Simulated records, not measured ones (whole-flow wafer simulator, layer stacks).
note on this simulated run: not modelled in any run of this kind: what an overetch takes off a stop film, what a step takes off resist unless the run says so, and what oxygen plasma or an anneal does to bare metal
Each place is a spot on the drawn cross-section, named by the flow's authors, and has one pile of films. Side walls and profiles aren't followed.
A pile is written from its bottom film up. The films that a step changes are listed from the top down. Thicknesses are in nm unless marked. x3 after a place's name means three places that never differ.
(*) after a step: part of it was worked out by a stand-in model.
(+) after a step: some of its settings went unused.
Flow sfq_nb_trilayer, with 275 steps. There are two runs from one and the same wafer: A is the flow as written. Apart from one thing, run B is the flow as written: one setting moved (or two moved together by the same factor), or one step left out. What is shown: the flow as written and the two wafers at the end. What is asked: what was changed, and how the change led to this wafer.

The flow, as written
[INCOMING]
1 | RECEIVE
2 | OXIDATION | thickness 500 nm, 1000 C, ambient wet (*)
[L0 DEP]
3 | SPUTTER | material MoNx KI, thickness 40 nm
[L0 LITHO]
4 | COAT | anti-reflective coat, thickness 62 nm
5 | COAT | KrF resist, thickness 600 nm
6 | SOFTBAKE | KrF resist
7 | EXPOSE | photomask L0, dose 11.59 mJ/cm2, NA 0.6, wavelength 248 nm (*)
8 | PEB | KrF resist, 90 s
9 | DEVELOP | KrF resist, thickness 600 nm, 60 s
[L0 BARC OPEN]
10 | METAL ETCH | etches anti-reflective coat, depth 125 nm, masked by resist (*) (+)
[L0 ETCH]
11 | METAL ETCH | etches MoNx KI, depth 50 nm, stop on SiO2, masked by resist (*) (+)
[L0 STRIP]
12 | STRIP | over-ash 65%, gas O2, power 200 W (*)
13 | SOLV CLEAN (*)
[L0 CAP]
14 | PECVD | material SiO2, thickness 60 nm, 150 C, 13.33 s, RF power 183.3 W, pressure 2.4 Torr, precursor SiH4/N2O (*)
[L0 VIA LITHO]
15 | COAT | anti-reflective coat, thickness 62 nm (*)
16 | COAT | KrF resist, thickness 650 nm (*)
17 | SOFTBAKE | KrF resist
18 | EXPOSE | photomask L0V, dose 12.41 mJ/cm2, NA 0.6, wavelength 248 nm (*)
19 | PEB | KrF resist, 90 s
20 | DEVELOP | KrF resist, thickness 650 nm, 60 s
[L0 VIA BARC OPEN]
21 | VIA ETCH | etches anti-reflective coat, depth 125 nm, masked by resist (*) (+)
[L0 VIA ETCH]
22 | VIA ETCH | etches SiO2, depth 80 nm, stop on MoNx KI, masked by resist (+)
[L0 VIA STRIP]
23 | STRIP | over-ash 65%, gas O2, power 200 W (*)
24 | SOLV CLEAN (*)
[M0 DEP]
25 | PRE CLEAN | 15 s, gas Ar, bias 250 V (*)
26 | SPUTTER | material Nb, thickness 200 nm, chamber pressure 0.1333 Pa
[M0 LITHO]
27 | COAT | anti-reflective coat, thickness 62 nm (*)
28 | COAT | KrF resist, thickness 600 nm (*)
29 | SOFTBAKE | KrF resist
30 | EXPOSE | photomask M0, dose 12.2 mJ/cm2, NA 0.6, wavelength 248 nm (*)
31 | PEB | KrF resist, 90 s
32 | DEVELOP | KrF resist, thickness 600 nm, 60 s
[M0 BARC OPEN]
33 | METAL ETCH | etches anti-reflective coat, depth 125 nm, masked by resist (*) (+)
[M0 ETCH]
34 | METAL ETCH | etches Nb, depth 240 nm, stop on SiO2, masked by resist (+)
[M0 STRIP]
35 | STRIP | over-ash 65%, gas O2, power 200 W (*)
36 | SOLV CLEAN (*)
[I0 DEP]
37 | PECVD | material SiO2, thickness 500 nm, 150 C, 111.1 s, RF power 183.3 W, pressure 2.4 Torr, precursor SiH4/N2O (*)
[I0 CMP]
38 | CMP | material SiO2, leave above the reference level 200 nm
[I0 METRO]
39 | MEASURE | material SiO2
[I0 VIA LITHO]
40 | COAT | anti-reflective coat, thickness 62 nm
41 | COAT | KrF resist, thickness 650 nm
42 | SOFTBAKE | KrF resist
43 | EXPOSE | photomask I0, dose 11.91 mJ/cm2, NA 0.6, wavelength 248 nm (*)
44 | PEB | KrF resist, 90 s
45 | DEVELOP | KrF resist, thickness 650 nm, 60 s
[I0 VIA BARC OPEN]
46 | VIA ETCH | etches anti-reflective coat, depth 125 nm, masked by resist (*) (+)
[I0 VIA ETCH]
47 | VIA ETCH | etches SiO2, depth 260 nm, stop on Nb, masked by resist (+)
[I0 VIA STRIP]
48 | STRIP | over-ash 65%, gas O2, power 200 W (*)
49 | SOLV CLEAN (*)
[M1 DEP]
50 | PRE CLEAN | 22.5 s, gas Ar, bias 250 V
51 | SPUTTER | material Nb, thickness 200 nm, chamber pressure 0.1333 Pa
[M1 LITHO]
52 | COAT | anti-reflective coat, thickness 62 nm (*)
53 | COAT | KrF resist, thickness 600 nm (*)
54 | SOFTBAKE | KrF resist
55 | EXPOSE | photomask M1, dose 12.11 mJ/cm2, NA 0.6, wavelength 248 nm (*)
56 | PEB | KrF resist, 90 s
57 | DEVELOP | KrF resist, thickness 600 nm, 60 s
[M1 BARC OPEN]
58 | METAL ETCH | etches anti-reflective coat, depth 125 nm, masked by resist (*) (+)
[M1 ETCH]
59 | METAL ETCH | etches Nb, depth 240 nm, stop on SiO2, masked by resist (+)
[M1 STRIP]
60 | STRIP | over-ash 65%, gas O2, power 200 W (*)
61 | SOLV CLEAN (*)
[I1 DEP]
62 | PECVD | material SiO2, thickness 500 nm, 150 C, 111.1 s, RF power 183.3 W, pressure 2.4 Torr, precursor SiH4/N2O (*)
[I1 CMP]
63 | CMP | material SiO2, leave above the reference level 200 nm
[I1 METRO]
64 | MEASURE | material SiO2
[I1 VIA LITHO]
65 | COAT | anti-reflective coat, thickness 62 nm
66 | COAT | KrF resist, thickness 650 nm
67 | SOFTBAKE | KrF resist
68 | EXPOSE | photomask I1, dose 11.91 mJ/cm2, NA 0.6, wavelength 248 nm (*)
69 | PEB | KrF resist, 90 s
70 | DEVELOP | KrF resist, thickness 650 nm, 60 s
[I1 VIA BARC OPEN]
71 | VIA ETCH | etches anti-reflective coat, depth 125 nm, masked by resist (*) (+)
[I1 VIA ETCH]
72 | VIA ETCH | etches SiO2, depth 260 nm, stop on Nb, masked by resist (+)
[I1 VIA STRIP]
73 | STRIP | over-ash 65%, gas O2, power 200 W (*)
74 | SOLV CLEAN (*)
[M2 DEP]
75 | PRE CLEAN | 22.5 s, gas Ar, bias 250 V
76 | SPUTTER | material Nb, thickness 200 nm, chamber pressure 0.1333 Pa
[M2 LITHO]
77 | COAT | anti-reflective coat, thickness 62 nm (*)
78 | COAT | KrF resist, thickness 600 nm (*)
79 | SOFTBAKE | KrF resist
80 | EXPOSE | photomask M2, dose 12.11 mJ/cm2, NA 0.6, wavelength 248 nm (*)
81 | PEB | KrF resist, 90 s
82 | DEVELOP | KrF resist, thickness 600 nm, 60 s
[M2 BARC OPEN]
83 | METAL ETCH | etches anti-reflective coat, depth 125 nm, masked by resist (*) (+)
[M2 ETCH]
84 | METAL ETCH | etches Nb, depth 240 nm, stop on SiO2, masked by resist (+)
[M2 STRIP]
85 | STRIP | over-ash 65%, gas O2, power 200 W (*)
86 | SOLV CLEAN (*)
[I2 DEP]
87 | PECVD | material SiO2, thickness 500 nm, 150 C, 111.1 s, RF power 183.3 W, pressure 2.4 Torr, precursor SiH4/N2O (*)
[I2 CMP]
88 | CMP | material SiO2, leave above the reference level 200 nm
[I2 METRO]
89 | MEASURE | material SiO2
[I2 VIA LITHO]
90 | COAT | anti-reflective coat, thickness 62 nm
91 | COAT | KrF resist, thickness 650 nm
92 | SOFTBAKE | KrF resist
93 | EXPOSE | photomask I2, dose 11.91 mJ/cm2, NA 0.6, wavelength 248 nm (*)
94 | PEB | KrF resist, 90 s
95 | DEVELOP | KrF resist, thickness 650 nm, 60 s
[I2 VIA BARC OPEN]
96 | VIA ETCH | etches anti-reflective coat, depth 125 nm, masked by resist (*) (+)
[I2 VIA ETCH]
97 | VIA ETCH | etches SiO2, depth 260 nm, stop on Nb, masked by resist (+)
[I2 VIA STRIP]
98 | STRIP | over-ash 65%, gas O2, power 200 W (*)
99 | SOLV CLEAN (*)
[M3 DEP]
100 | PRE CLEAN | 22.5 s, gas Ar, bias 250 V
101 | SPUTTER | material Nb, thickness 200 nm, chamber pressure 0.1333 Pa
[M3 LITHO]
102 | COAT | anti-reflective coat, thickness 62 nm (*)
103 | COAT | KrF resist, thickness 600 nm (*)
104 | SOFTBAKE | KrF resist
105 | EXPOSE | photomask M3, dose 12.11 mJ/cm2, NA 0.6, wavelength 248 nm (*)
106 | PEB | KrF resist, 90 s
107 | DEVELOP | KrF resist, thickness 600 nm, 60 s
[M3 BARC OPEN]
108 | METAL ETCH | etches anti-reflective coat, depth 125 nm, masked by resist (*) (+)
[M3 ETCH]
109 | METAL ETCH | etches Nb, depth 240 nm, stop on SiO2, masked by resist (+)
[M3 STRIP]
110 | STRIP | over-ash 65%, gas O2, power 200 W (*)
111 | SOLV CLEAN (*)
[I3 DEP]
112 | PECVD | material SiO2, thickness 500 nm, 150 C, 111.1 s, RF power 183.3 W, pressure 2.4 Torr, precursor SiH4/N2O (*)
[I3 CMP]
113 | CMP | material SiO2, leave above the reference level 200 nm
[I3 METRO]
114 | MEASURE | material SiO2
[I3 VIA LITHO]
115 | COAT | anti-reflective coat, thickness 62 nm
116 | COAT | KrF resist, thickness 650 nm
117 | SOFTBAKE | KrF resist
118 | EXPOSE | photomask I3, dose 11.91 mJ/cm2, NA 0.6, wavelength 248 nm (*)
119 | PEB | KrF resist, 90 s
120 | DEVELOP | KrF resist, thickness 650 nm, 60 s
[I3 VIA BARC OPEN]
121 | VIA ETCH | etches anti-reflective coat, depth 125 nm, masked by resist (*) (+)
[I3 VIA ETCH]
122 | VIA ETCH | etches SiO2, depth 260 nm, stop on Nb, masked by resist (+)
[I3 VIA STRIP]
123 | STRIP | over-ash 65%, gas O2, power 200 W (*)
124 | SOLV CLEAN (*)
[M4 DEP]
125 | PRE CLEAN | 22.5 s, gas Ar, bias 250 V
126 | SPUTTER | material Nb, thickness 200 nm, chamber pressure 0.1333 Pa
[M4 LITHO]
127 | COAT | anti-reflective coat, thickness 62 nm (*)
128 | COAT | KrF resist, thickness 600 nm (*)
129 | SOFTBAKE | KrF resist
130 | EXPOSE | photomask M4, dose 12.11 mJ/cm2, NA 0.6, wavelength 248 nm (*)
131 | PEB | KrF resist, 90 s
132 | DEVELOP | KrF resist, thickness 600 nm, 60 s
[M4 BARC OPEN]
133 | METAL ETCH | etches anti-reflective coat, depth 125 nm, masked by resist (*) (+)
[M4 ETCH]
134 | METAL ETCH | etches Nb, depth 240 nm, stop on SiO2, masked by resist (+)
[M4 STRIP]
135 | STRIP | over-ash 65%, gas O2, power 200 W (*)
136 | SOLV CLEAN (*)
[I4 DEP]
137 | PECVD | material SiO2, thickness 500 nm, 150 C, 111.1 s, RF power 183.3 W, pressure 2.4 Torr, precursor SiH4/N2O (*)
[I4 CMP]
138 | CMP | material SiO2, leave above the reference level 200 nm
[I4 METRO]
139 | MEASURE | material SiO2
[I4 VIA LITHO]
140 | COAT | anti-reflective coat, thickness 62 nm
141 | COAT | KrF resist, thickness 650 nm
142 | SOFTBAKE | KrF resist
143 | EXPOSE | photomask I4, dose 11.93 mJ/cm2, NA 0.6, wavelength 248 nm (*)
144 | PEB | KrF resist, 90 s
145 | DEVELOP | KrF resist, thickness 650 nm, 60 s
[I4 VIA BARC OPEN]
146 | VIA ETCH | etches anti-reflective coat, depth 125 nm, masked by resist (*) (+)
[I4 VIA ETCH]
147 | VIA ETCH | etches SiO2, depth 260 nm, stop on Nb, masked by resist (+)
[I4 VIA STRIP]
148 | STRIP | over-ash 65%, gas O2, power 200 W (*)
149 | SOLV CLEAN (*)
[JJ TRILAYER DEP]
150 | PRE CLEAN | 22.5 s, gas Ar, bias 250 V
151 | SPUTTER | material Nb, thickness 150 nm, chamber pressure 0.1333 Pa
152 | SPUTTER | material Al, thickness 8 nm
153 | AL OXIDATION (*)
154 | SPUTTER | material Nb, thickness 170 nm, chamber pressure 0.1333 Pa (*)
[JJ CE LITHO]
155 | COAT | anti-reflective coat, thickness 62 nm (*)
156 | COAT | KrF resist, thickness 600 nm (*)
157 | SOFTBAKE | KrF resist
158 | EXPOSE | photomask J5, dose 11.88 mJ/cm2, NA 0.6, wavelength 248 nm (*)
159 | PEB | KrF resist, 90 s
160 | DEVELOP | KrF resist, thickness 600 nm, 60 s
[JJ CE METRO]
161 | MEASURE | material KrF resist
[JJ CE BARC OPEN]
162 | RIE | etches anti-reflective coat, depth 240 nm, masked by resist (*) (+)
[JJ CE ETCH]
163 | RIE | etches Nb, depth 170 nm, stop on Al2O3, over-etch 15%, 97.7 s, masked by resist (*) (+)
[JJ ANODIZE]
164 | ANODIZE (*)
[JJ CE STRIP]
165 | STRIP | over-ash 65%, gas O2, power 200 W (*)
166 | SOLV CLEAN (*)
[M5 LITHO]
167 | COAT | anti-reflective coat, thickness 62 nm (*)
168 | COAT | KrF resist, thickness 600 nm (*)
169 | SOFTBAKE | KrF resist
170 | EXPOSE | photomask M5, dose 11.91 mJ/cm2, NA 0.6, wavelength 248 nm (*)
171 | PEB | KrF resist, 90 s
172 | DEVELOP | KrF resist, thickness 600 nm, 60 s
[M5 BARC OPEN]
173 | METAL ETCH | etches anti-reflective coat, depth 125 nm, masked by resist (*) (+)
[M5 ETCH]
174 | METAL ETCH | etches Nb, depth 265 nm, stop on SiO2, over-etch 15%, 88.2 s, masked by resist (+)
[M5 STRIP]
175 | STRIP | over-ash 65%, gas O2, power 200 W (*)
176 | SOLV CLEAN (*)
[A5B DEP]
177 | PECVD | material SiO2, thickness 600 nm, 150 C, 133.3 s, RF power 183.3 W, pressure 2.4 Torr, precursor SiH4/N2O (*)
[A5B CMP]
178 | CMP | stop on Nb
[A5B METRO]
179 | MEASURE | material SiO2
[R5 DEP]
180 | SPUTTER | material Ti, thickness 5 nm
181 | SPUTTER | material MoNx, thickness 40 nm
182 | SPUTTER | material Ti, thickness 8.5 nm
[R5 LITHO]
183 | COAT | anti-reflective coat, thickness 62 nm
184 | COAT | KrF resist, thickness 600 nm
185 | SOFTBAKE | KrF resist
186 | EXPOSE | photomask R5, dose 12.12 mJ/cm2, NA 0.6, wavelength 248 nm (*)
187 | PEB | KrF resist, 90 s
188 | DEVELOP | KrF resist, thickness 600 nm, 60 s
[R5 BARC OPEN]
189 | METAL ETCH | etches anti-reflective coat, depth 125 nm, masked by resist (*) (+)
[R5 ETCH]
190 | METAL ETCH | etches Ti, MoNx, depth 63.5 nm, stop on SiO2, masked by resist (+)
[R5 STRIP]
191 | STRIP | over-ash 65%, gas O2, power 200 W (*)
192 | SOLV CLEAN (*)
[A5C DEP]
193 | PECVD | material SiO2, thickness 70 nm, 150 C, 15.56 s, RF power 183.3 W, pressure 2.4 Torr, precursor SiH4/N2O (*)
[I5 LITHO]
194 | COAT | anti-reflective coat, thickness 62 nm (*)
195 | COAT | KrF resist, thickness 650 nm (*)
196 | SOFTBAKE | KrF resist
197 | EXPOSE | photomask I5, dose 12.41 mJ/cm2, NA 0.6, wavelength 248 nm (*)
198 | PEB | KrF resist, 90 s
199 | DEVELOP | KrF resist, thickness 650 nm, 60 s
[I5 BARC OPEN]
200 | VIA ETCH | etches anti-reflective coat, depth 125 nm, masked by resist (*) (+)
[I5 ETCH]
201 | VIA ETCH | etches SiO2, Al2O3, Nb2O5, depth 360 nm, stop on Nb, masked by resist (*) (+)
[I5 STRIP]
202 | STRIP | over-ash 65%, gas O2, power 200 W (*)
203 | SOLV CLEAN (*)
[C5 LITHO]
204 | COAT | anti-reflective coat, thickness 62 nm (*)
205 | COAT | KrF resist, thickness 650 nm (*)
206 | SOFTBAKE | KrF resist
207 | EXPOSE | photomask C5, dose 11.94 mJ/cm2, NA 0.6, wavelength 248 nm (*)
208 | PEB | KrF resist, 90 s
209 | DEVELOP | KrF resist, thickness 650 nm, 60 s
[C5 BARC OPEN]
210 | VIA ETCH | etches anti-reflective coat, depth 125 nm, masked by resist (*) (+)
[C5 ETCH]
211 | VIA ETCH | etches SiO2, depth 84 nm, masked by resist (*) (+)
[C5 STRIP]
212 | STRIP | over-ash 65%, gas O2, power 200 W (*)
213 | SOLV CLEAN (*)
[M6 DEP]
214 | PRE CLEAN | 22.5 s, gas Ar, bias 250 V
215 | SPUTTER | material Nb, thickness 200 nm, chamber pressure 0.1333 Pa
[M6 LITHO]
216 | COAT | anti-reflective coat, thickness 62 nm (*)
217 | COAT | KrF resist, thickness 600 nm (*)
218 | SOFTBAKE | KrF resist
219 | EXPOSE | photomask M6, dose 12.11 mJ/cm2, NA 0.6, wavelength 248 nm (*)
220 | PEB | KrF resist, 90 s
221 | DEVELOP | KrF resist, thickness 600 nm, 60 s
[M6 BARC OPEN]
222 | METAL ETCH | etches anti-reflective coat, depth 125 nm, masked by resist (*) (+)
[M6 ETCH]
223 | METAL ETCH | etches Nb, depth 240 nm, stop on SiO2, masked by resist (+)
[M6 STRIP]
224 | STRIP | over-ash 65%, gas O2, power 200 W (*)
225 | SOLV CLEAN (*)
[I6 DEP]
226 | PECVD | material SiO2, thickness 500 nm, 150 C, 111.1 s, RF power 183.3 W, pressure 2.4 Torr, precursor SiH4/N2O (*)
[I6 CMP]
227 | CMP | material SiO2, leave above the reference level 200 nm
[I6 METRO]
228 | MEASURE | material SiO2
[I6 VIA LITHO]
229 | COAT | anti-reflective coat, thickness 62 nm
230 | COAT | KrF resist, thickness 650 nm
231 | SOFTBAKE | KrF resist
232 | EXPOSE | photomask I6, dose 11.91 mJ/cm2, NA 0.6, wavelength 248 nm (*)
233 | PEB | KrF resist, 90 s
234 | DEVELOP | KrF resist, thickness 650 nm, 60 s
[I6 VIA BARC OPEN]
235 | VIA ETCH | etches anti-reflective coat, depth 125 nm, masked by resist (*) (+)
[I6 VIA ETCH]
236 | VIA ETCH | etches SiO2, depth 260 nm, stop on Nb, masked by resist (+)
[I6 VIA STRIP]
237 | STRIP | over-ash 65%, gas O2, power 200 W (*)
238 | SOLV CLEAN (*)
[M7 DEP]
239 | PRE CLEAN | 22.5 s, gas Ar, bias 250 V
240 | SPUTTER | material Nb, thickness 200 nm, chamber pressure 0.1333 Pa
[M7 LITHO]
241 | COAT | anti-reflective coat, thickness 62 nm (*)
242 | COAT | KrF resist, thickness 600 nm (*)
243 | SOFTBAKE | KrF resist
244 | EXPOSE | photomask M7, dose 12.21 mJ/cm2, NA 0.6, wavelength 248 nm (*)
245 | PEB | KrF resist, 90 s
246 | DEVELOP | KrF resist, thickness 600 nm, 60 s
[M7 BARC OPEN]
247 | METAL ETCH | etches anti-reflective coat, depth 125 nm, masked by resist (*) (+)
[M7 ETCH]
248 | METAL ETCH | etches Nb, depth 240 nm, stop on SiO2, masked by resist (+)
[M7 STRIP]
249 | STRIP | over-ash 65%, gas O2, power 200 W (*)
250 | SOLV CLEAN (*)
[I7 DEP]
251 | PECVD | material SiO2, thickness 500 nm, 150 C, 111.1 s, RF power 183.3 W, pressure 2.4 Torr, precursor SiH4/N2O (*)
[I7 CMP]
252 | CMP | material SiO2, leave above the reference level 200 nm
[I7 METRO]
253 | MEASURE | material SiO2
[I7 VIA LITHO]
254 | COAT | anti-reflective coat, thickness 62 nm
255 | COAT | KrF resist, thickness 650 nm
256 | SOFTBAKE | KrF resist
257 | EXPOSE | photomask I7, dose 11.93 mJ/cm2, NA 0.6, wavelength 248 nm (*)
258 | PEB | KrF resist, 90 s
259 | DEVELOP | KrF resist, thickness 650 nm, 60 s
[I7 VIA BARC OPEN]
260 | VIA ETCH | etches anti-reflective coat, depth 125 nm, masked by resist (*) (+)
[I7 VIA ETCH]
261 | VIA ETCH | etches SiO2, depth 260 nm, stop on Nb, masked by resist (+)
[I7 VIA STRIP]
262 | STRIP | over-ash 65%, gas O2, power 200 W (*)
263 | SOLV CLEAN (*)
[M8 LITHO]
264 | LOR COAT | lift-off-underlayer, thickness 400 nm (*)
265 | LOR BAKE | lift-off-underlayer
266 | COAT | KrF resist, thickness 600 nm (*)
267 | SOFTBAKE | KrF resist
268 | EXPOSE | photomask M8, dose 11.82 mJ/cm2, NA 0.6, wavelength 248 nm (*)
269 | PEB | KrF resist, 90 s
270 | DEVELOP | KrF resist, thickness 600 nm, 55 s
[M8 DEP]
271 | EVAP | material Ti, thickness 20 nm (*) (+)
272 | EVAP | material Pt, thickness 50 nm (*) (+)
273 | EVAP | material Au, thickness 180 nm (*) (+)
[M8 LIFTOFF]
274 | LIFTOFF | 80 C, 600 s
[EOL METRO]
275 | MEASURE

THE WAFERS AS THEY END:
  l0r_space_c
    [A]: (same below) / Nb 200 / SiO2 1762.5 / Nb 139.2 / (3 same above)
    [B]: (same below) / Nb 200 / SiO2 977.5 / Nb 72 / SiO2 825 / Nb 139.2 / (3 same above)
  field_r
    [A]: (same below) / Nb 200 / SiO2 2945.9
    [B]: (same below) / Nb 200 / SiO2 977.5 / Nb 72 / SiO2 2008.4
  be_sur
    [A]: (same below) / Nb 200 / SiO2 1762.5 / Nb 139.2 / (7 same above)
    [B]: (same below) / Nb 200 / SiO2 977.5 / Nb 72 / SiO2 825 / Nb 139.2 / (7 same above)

The reason: step 101, SPUTTER: thickness 312 nm was run, though the flow has thickness 200 nm.

Step by step, how the change led to this:
  101 | SPUTTER | material Nb, thickness 200 nm, chamber pressure 0.1333 Pa
      field_l, v_sur, via_wl and 102 more: A Nb gains 200 (new film) | B Nb gains 312 (new film)
      via_w: A Nb gains 165.5 | B Nb gains 260
  102 | COAT | anti-reflective coat, thickness 62 nm (*)
      via_w: A anti-reflective coat gains 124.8 (new film) | B anti-reflective coat gains 127.7 (new film)
  109 | METAL ETCH | etches Nb, depth 240 nm, stop on SiO2, masked by resist (+)
      field_l, be, be_sur and 72 more: A Nb loses 200 (all of it) | B Nb loses 240
  110 | STRIP | over-ash 65%, gas O2, power 200 W (*)
      via_w: A KrF resist loses 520 (all of it), anti-reflective coat loses 124.8 (all of it) | B KrF resist loses 532.1 (all of it), anti-reflective coat loses 127.7 (all of it)
  112 | PECVD | material SiO2, thickness 500 nm, 150 C, 111.1 s, RF power 183.3 W, pressure 2.4 Torr, precursor SiH4/N2O (*)
      field_l, be, be_sur and 64 more: A SiO2 gains 500 | B SiO2 gains 500 (new film)
      p4_g1, p4_g2, p3_s0, p3_s1, p3_s2, p3_s3, p3_s4, p3_s5: A SiO2 gains 557.1 | B SiO2 gains 597.1 (new film)
  113 | CMP | material SiO2, leave above the reference level 200 nm
      field_l, be, be_sur and 64 more: A SiO2 loses 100 | B SiO2 loses 60
      via_w: A SiO2 loses 181.6 | B SiO2 loses 157.1
Taking metal films that touch as one body, l0r_space_c has 3 bodies (between them, from the top down: SiO2 825; SiO2 977.5); the flow as written gives 2 bodies (between them, from the top down: SiO2 1762.5).
Taking metal films that touch as one body, field_r has 2 bodies (between them, from the top down: SiO2 977.5); the flow as written gives 1 body.
Taking metal films that touch as one body, be_sur has 5 bodies (between them, from the top down: SiO2 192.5; SiO2 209 / Al2O3 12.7 / Nb2O5 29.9; SiO2 825; SiO2 977.5); the flow as written gives 4 bodies (between them, from the top down: SiO2 192.5; SiO2 209 / Al2O3 12.7 / Nb2O5 29.9; SiO2 1762.5).
